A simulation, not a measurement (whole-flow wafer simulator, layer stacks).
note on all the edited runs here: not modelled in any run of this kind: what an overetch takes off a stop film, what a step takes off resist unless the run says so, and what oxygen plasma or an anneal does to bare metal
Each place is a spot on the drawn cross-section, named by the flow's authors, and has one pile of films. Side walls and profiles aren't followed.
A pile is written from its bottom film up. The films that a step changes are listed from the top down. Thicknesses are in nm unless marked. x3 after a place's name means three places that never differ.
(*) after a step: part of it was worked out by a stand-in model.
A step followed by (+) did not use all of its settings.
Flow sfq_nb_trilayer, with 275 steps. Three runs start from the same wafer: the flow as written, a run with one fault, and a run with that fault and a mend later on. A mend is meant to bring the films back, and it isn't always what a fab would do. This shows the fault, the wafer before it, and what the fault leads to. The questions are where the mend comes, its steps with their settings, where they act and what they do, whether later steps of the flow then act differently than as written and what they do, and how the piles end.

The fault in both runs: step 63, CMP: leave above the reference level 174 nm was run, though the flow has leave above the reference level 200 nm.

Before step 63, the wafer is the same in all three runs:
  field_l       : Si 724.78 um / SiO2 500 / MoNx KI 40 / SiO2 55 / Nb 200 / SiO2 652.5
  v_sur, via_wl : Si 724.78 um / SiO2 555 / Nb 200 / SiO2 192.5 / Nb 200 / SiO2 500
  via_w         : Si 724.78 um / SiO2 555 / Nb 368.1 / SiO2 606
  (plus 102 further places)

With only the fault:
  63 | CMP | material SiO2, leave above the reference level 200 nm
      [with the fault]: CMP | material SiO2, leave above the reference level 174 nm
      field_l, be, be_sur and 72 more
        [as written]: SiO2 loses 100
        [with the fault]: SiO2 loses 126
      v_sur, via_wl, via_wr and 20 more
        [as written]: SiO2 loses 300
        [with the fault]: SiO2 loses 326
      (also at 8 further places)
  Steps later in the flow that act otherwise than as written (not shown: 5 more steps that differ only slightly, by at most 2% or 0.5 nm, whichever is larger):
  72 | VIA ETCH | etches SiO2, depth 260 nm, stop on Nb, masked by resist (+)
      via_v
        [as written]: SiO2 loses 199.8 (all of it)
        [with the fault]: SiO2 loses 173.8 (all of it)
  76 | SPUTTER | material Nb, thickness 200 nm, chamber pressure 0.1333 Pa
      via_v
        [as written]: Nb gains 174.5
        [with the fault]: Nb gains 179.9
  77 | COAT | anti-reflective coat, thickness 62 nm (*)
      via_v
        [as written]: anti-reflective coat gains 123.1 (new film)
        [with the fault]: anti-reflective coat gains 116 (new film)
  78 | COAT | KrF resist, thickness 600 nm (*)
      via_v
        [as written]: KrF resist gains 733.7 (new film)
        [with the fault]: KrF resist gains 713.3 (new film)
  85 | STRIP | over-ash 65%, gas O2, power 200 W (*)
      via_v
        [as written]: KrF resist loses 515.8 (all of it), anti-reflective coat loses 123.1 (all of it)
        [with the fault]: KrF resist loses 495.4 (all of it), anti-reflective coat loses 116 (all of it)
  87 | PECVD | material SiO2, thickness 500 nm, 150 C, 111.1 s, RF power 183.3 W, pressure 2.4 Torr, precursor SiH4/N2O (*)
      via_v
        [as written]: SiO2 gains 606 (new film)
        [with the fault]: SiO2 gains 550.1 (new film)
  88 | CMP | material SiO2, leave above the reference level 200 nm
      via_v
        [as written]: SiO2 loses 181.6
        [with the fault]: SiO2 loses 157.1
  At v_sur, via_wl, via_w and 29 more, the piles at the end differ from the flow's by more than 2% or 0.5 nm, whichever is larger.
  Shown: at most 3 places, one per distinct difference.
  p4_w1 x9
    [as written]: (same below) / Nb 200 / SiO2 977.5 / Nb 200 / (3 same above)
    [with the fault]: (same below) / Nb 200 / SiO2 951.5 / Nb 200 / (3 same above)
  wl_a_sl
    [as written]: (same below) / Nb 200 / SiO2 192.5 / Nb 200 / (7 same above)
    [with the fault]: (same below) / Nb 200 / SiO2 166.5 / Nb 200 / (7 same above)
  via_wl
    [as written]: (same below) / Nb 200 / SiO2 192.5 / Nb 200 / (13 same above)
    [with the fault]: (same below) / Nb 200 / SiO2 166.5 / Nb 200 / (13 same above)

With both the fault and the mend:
  The mend stands after step 70.
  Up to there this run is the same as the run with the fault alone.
  70a | STRIP | over-ash 65%, gas O2, power 200 W (*)
      field_l, v_sur, via_wl and 102 more
        KrF resist loses 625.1 (all of it), anti-reflective coat loses 62 (all of it)
      via_v
        anti-reflective coat loses 62 (all of it)
  70b | PECVD | material SiO2, thickness 26 nm, 150 C, 5.778 s, RF power 183.3 W, pressure 2.4 Torr, precursor SiH4/N2O (the flow's step 62, run once more with other settings)
      field_l, v_sur, via_wl and 103 more
        SiO2 gains 26
  70c | COAT | anti-reflective coat, thickness 62 nm (the flow's step 65, run once more)
      field_l, v_sur, via_wl and 103 more
        anti-reflective coat gains 62 (new film)
  70d | COAT | KrF resist, thickness 650 nm (the flow's step 66, run once more)
      field_l, v_sur, via_wl and 103 more
        KrF resist gains 650 (new film)
  70e | SOFTBAKE | KrF resist (the flow's step 67, run once more)
      does not change any film at any place that is followed
  70f | EXPOSE | photomask I1, dose 11.91 mJ/cm2, NA 0.6, wavelength 248 nm (*) (the flow's step 68, run once more)
      does not change any film at any place that is followed
  70g | PEB | KrF resist, 90 s (the flow's step 69, run once more)
      field_l, v_sur, via_wl and 103 more
        KrF resist loses 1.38
  70h | DEVELOP | KrF resist, thickness 650 nm, 60 s (the flow's step 70, run once more)
      field_l, v_sur, via_wl and 102 more
        KrF resist loses 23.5
      via_v
        KrF resist loses 648.6 (all of it)
  Later steps of the flow that are run all act as written at every place that is followed, up to a difference of at most 2% or 0.5 nm, whichever is larger.
  When the end is reached, the piles differ only a little from the flow's at the places that both follow, at most by 2% or 0.5 nm, whichever is larger.
